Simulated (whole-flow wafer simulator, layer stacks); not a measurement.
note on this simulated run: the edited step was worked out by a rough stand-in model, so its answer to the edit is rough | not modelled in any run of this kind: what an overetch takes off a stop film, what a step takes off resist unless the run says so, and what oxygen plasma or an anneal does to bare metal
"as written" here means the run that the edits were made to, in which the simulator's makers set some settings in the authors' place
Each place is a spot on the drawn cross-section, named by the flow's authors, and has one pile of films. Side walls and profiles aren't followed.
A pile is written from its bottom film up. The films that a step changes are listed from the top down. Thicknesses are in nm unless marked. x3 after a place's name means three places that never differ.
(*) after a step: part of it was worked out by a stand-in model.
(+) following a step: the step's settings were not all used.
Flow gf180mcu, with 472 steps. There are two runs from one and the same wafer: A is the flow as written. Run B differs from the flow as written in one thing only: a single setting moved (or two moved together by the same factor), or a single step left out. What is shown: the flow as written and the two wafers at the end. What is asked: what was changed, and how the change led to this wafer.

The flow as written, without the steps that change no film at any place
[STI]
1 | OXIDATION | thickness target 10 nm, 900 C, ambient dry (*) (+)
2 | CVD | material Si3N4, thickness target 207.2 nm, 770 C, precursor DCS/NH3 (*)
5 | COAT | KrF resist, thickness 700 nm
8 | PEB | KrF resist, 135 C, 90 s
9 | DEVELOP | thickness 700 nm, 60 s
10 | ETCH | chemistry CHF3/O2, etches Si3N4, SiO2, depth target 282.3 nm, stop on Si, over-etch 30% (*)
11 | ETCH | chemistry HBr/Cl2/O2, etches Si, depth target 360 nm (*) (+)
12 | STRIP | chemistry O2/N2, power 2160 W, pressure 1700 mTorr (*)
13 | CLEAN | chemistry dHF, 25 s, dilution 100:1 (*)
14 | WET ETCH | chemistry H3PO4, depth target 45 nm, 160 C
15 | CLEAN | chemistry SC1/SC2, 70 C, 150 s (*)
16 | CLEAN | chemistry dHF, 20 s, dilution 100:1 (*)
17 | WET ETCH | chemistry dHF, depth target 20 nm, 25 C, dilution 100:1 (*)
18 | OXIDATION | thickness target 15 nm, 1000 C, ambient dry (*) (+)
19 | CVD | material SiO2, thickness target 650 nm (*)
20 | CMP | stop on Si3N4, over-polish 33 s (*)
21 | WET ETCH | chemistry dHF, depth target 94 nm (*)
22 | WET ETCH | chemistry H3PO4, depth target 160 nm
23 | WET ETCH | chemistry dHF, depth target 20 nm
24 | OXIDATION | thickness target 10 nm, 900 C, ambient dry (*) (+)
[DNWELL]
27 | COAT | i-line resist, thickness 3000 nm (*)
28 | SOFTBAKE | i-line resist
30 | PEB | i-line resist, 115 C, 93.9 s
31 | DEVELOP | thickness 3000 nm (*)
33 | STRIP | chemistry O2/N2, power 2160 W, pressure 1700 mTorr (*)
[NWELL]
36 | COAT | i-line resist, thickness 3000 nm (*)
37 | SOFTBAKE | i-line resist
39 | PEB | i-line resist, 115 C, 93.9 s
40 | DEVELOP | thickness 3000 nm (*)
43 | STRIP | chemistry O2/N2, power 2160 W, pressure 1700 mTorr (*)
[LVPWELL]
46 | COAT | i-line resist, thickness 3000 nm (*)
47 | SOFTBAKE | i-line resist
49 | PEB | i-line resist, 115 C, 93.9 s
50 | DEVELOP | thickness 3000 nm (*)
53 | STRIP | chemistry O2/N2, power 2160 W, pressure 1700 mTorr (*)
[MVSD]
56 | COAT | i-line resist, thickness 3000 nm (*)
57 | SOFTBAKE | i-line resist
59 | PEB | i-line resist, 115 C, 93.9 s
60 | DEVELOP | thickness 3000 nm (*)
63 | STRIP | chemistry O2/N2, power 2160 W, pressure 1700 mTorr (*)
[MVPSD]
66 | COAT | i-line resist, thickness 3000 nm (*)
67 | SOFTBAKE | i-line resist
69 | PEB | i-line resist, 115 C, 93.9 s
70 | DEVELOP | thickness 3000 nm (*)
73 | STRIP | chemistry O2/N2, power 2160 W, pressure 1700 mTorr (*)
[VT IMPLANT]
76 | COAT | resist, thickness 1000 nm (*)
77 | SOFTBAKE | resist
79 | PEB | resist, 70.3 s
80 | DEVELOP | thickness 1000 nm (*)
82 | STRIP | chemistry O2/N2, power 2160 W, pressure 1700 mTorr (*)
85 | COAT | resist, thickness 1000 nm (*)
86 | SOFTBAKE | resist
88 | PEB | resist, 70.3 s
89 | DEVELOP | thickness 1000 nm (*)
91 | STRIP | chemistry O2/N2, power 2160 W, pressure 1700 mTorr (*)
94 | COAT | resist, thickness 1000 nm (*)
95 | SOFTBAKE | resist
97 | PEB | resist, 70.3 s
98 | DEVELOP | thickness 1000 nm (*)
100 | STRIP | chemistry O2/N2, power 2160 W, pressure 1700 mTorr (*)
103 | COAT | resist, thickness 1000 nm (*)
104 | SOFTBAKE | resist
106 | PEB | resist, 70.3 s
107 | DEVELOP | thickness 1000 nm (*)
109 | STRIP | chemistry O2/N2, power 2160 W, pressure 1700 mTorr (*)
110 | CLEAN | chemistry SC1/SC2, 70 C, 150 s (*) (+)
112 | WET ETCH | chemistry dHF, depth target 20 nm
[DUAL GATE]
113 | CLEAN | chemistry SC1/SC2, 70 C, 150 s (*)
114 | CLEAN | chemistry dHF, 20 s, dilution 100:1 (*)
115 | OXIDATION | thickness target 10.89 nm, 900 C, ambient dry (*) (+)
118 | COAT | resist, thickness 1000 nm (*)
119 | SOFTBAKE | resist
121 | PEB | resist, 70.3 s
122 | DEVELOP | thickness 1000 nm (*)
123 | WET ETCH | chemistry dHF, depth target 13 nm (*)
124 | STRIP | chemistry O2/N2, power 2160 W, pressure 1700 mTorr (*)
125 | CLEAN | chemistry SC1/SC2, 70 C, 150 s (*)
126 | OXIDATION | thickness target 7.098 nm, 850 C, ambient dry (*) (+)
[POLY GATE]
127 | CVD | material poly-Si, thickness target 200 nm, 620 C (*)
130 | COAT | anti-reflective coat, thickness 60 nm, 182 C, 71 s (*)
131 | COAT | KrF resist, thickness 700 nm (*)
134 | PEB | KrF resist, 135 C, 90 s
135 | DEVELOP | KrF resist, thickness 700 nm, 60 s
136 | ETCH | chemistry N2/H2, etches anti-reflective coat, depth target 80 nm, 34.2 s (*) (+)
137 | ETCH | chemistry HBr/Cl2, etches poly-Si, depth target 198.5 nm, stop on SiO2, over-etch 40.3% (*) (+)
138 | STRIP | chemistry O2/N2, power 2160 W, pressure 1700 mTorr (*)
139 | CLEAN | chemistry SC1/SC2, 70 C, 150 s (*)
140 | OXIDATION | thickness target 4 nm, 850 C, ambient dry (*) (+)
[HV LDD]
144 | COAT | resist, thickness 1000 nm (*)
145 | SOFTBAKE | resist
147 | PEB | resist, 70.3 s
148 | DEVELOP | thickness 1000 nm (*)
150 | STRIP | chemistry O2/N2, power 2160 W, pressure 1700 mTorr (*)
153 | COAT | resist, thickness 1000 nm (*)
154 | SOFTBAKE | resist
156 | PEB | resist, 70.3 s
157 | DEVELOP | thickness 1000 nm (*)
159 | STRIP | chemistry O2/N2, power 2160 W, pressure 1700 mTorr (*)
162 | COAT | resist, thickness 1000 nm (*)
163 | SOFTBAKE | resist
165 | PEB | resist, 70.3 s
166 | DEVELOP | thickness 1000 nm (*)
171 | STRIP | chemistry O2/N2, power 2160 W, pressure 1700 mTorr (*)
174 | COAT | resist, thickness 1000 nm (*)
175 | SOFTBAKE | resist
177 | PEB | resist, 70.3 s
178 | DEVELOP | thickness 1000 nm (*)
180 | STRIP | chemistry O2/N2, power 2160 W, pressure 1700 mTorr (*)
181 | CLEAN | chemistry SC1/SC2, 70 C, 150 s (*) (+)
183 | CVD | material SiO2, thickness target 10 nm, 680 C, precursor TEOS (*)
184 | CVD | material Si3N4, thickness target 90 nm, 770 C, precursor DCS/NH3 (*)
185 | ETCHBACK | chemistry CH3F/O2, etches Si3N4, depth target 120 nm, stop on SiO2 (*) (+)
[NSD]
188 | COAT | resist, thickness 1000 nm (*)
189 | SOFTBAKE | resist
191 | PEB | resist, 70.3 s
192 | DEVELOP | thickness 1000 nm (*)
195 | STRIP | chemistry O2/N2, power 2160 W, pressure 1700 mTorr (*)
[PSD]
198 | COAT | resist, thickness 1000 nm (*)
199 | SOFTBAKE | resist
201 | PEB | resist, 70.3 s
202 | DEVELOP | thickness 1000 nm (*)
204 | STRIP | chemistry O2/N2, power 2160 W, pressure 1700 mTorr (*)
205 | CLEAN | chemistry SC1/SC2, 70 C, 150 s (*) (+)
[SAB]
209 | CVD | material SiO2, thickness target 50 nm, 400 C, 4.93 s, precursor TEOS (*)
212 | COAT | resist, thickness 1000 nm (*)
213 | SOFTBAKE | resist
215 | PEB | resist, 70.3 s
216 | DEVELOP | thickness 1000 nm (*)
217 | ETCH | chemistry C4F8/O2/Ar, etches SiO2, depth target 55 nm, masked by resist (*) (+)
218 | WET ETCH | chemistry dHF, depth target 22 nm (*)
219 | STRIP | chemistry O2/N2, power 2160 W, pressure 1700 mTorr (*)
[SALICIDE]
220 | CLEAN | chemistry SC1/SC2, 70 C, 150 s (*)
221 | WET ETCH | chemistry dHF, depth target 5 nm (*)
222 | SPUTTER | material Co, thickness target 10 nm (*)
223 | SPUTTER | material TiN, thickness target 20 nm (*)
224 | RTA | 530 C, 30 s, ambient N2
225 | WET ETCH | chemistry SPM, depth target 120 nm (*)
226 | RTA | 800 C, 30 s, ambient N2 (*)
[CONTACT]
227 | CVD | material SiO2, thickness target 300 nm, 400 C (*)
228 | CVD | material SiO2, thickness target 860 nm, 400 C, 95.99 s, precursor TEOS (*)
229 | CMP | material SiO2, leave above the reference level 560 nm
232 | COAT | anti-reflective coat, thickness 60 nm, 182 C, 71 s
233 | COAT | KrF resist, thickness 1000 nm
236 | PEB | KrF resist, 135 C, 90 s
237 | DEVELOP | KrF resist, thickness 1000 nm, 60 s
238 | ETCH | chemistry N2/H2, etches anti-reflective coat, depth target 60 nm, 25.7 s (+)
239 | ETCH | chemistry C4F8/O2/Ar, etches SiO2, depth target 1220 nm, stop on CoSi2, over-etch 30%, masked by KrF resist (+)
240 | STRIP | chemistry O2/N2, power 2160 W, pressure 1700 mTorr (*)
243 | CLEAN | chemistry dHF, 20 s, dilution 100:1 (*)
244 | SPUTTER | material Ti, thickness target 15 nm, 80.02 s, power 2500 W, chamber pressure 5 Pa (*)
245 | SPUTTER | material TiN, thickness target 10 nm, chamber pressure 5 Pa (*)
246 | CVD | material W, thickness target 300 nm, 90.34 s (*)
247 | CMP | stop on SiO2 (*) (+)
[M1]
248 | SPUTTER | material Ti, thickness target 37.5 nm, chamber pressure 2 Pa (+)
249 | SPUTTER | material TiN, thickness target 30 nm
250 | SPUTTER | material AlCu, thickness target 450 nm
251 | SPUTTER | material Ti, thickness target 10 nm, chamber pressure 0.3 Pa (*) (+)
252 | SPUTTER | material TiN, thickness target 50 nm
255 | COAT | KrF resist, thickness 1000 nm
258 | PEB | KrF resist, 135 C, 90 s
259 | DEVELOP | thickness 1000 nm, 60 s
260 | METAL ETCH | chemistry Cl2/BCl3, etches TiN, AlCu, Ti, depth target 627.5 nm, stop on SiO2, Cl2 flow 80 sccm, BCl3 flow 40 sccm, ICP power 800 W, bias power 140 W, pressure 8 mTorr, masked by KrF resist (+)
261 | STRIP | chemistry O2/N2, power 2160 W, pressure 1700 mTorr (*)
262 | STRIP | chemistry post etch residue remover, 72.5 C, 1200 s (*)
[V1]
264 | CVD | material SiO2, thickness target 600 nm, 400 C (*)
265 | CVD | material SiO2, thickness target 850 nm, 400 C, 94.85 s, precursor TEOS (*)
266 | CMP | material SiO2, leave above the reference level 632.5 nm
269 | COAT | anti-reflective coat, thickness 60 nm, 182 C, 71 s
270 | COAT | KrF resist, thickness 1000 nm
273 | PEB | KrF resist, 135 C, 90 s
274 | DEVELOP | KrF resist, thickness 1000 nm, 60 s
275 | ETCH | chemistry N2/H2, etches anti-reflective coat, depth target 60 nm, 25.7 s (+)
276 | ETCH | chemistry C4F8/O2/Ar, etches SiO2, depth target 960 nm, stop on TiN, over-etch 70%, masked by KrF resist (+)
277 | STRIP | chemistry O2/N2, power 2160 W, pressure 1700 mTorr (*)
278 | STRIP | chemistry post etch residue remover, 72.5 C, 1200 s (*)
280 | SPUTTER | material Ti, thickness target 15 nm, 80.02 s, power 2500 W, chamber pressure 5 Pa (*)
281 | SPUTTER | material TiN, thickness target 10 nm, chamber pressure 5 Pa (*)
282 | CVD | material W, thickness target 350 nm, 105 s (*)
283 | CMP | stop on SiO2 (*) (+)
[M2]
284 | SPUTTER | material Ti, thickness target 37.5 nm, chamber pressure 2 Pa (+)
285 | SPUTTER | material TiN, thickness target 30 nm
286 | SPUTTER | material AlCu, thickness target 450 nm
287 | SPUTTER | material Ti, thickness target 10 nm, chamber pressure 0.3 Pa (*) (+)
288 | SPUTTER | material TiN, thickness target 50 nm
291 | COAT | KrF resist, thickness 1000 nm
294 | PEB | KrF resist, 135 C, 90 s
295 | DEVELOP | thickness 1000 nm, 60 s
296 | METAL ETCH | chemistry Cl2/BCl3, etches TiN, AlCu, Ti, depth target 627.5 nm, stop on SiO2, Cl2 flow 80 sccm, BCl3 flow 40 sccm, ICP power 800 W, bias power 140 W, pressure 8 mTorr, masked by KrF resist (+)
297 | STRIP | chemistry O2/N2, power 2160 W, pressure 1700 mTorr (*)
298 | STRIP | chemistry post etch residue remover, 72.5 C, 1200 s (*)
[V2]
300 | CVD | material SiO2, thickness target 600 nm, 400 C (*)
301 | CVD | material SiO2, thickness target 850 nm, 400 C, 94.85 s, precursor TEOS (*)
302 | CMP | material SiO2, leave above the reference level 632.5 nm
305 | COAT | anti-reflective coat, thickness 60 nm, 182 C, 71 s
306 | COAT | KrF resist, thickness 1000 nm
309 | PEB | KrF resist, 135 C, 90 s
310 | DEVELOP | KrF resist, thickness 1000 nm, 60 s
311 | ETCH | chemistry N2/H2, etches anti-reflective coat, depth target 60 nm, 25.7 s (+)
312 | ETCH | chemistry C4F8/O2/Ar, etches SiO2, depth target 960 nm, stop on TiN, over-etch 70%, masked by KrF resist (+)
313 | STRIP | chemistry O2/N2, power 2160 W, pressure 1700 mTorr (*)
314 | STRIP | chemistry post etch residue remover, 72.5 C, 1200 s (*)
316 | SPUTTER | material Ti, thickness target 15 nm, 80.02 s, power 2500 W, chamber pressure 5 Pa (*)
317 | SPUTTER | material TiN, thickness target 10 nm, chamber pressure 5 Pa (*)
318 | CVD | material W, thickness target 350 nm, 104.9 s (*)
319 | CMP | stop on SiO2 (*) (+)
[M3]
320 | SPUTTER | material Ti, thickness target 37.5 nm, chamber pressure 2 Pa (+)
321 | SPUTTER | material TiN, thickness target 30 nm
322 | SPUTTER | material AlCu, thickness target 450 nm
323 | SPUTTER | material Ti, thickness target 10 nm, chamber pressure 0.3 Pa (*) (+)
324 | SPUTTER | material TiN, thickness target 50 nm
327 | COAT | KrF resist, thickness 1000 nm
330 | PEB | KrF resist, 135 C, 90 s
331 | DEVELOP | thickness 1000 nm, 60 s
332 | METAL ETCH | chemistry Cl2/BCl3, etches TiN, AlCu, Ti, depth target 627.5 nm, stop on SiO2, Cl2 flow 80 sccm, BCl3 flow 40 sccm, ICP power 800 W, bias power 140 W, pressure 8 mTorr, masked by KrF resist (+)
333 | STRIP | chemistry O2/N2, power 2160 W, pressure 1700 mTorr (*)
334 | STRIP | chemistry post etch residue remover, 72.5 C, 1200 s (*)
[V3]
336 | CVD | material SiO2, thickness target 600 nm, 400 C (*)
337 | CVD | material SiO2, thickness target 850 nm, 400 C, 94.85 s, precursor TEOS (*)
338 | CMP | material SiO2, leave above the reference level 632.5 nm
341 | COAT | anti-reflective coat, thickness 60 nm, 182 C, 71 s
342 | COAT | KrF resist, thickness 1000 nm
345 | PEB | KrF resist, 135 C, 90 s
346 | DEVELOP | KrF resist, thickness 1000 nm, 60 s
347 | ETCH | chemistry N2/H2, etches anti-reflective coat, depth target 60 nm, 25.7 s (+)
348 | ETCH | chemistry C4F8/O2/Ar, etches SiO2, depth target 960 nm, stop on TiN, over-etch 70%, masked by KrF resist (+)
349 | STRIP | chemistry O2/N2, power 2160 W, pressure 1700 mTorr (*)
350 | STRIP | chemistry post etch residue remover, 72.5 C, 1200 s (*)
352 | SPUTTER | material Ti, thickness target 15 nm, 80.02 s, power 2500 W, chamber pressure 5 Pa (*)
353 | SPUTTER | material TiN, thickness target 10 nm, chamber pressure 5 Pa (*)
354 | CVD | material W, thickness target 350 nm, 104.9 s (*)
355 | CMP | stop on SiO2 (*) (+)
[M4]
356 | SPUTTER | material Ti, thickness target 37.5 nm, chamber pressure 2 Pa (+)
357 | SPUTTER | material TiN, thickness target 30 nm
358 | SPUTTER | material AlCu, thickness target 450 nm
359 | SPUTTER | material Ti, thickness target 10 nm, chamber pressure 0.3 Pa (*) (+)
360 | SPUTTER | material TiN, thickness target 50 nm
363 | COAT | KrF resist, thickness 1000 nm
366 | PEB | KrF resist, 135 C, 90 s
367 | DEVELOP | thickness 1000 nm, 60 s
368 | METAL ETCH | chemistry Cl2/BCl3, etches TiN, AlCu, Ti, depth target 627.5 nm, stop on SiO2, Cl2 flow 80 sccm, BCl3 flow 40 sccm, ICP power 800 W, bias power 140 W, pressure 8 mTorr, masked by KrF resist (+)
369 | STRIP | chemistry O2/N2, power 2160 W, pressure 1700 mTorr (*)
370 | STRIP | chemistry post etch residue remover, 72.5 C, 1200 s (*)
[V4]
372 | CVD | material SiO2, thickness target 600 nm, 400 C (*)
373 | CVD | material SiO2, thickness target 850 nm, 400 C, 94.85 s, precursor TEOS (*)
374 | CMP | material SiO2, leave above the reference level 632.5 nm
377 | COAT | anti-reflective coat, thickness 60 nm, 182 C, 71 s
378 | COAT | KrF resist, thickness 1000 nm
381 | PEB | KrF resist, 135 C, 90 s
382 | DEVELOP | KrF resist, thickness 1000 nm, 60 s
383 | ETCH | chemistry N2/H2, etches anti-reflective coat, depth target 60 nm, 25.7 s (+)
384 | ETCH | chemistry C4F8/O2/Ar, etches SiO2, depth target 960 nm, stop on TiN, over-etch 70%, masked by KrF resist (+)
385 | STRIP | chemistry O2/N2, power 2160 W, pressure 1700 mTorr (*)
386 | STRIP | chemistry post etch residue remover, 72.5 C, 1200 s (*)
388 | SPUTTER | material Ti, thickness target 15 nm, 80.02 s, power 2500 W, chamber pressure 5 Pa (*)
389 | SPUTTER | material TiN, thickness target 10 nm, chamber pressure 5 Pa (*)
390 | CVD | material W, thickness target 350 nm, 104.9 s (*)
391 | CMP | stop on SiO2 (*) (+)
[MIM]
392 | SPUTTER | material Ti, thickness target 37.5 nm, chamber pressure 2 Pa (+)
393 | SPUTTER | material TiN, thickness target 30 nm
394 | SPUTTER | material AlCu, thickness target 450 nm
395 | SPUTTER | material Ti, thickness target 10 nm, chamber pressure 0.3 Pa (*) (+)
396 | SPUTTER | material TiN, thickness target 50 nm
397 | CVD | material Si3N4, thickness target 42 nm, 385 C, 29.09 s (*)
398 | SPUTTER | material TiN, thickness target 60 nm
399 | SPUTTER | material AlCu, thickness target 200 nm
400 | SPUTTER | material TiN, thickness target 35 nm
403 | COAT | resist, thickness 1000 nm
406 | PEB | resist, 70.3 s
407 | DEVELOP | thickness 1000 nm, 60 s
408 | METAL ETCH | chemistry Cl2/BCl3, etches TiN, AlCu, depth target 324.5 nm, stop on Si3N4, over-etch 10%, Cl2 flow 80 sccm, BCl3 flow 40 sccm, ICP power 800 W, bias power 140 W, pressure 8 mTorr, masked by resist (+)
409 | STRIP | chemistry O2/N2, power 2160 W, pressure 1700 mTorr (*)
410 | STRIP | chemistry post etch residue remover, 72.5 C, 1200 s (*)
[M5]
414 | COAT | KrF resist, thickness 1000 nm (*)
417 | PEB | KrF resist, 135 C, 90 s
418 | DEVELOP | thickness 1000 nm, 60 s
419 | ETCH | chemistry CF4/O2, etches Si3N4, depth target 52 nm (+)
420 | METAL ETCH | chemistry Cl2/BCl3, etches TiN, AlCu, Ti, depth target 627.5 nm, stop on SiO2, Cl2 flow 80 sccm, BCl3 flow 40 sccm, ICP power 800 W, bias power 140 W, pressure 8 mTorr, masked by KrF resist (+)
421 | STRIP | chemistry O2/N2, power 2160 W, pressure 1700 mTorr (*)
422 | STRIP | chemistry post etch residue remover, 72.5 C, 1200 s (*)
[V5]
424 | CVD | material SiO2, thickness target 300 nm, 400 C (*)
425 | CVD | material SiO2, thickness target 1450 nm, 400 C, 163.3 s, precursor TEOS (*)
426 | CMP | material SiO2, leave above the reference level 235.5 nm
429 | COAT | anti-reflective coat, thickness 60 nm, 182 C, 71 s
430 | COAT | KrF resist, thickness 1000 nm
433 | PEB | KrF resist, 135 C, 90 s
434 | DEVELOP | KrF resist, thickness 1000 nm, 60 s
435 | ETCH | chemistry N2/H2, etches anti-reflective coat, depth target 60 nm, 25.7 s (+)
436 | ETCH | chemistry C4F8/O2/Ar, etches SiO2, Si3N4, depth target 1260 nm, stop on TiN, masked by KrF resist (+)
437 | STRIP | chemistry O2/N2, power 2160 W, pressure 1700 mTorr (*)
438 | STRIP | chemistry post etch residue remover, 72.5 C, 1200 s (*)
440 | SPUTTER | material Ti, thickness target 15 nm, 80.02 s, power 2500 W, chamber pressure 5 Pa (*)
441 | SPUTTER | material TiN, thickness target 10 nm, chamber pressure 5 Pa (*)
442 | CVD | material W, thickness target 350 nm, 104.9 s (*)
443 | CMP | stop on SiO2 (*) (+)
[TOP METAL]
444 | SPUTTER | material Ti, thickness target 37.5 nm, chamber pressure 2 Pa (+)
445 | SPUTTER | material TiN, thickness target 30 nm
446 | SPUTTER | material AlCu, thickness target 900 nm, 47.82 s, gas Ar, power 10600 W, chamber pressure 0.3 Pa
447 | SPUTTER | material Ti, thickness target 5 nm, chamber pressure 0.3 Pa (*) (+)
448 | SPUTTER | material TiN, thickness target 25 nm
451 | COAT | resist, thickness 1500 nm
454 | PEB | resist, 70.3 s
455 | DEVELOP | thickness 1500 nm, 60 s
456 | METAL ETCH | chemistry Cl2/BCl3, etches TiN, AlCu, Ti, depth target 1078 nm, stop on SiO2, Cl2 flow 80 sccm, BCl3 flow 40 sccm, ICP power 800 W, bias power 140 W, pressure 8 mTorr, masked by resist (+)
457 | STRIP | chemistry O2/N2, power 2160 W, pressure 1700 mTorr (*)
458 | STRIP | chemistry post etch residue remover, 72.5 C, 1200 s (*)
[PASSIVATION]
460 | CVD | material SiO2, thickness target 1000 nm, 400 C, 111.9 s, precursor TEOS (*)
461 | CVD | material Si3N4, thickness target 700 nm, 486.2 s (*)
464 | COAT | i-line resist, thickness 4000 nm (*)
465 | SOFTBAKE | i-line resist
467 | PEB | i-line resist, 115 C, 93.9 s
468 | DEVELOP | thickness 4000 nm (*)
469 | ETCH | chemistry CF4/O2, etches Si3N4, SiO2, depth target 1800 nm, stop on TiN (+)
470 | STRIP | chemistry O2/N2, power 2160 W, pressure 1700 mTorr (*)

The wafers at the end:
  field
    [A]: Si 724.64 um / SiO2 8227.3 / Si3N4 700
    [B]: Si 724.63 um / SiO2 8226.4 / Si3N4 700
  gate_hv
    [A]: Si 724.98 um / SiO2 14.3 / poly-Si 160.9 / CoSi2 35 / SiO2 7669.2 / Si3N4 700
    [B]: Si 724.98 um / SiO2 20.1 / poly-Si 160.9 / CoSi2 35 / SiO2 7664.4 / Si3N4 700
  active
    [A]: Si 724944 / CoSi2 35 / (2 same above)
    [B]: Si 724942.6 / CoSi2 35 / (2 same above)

The reason: step 115, OXIDATION: thickness target 17.31 nm was run, whereas the flow has thickness target 10.89 nm.

How this came from the change, step by step:
  115 | OXIDATION | thickness target 10.89 nm, 900 C, ambient dry (*) (+)
      active, n_well, p_well and 40 more: A +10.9 SiO2 (new film), -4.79 Si | B +17.3 SiO2 (new film), -7.62 Si
      sti, mim_1p0, pad and 19 more: A +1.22 SiO2, -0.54 Si | B +2.54 SiO2, -1.12 Si
      (also at 27 further places)
  123 | WET ETCH | chemistry dHF, depth target 13 nm (*)
      active, n_well, p_well and 12 more: A -10.9 SiO2 (all of it) | B -13 SiO2
  124 | STRIP | chemistry O2/N2, power 2160 W, pressure 1700 mTorr (*)
      active, n_well, p_well and 12 more: A +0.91 chemical SiO2 (new film), -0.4 Si | B nothing
  126 | OXIDATION | thickness target 7.098 nm, 850 C, ambient dry (*) (+)
      active, n_well, p_well and 12 more: A +7.1 SiO2 (new film), -0.76 chemical SiO2 (all of it), -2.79 Si | B +4.65 SiO2, -2.05 Si
      gate_hv, active_hv, active_nat and 25 more: A +3.72 SiO2, -1.64 Si | B +3.16 SiO2, -1.39 Si
  130 | COAT | anti-reflective coat, thickness 60 nm, 182 C, 71 s (*)
      ldn_fp, ldp_fp: A +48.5 anti-reflective coat (new film) | B +49.8 anti-reflective coat (new film)
      ldn_dft, ldp_dft: A +48.7 anti-reflective coat (new film) | B +50 anti-reflective coat (new film)
      (also at 9 further places)
  136 | ETCH | chemistry N2/H2, etches anti-reflective coat, depth target 80 nm, 34.2 s (*) (+)
      ldn_dft, ldp_dft: A -48.7 anti-reflective coat (all of it), -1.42 poly-Si | B -50 anti-reflective coat (all of it), -1.39 poly-Si
      field__w6: A -55.2 anti-reflective coat (all of it), -1.25 poly-Si | B -56.7 anti-reflective coat (all of it), -1.21 poly-Si
      (also at 5 further places)
  138 | STRIP | chemistry O2/N2, power 2160 W, pressure 1700 mTorr (*)
      ld_fp_n: A +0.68 chemical SiO2 (new film), -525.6 KrF resist (all of it), -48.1 anti-reflective coat (all of it), -0.3 poly-Si | B +0.68 chemical SiO2 (new film), -525.7 KrF resist (all of it), -49.2 anti-reflective coat (all of it), -0.3 poly-Si
      ld_fp_p: A +0.68 chemical SiO2 (new film), -526.2 KrF resist (all of it), -47.8 anti-reflective coat (all of it), -0.3 poly-Si | B +0.68 chemical SiO2 (new film), -525.9 KrF resist (all of it), -49.3 anti-reflective coat (all of it), -0.3 poly-Si
      (also at 3 further places)
  189 | SOFTBAKE | resist
      field__w9: A +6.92 resist | B -3.06 resist
      active_nat: A +5.49 resist | B +9.35 resist
  199 | SOFTBAKE | resist
      field__w9: A +6.92 resist | B -3.06 resist
      active_nat: A +5.49 resist | B +9.35 resist
  218 | WET ETCH | chemistry dHF, depth target 22 nm (*)
      active, p_well, sd_n, iso_ptap_pw, iso_ntap_nw, iso_ptap_sub, vpnp_e: A -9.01 SiO2 (all of it) | B -10.5 SiO2 (all of it)
      ldn_tap, ldn_src, ldn_drn, ldp_tap, ldp_src, ldp_drn, ldp_gr: A -16 SiO2 (all of it) | B -21.7 SiO2 (all of it)
      (also at 9 further places)
